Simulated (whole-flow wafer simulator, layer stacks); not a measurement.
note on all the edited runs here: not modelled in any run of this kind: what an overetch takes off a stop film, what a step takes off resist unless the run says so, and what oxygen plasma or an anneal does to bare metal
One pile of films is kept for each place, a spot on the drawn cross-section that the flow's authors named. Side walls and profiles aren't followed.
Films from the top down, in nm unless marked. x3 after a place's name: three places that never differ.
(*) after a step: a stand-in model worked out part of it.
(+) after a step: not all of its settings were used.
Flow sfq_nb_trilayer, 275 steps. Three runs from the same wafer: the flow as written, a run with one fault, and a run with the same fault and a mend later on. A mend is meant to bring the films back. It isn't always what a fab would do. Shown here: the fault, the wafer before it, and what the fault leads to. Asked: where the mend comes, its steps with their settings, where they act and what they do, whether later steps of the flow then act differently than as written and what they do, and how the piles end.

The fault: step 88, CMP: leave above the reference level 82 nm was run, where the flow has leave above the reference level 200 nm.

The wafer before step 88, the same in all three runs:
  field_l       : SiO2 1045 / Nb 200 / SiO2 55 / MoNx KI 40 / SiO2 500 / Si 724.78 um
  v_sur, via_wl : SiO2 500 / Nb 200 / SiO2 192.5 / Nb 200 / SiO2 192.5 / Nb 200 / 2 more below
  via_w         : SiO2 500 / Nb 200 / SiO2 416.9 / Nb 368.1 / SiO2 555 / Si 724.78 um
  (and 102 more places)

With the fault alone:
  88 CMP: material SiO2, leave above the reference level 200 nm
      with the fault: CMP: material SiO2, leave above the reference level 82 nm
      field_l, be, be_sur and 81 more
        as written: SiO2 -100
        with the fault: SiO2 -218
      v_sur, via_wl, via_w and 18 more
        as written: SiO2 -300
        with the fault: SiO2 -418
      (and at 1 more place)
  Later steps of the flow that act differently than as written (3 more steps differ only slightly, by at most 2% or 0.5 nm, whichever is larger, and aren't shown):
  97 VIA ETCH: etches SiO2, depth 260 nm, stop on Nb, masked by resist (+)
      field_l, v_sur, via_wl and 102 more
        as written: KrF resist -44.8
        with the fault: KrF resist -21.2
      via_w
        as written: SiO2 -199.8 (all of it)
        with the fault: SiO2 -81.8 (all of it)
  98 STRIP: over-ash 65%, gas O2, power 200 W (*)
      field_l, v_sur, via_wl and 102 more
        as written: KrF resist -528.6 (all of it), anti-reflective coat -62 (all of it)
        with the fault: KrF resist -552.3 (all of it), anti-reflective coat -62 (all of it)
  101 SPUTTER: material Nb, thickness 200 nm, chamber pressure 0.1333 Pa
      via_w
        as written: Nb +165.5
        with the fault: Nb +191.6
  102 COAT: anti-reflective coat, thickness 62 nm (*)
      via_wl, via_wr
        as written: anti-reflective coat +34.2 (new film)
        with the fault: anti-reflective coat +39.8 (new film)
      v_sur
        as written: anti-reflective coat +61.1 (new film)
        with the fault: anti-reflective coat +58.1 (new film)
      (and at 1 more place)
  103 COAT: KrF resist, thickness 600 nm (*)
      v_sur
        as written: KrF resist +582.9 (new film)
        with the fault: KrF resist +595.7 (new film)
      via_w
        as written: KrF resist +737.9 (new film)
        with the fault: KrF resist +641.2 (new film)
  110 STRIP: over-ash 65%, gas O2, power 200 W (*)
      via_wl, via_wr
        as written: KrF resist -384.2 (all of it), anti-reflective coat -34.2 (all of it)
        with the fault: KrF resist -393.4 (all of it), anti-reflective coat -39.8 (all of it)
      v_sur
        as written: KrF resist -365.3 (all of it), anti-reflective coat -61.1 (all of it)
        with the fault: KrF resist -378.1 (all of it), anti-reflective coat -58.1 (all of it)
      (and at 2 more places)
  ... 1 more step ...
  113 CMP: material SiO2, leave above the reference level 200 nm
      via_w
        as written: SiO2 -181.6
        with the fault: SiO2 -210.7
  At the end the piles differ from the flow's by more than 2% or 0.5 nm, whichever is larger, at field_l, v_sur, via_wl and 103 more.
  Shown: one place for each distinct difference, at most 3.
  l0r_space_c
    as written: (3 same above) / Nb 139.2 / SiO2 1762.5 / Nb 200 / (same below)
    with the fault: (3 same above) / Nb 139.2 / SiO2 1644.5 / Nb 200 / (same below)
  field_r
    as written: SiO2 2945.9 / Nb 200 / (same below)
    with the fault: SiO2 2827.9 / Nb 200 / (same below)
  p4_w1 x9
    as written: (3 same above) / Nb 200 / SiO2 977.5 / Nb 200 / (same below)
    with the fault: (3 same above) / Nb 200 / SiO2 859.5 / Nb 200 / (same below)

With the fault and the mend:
  The mend comes after step 89.
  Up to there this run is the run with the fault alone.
  89a PECVD: material SiO2, thickness 118 nm, 150 C, 26.22 s, RF power 183.3 W, pressure 2.4 Torr, precursor SiH4/N2O (the flow's step 87 once more, with other settings)
      field_l, v_sur, via_wl and 103 more
        SiO2 +118
  No later step of the flow acts differently than as written at any place that is followed.
  At the end the piles are the same as the flow's at every place that both follow.
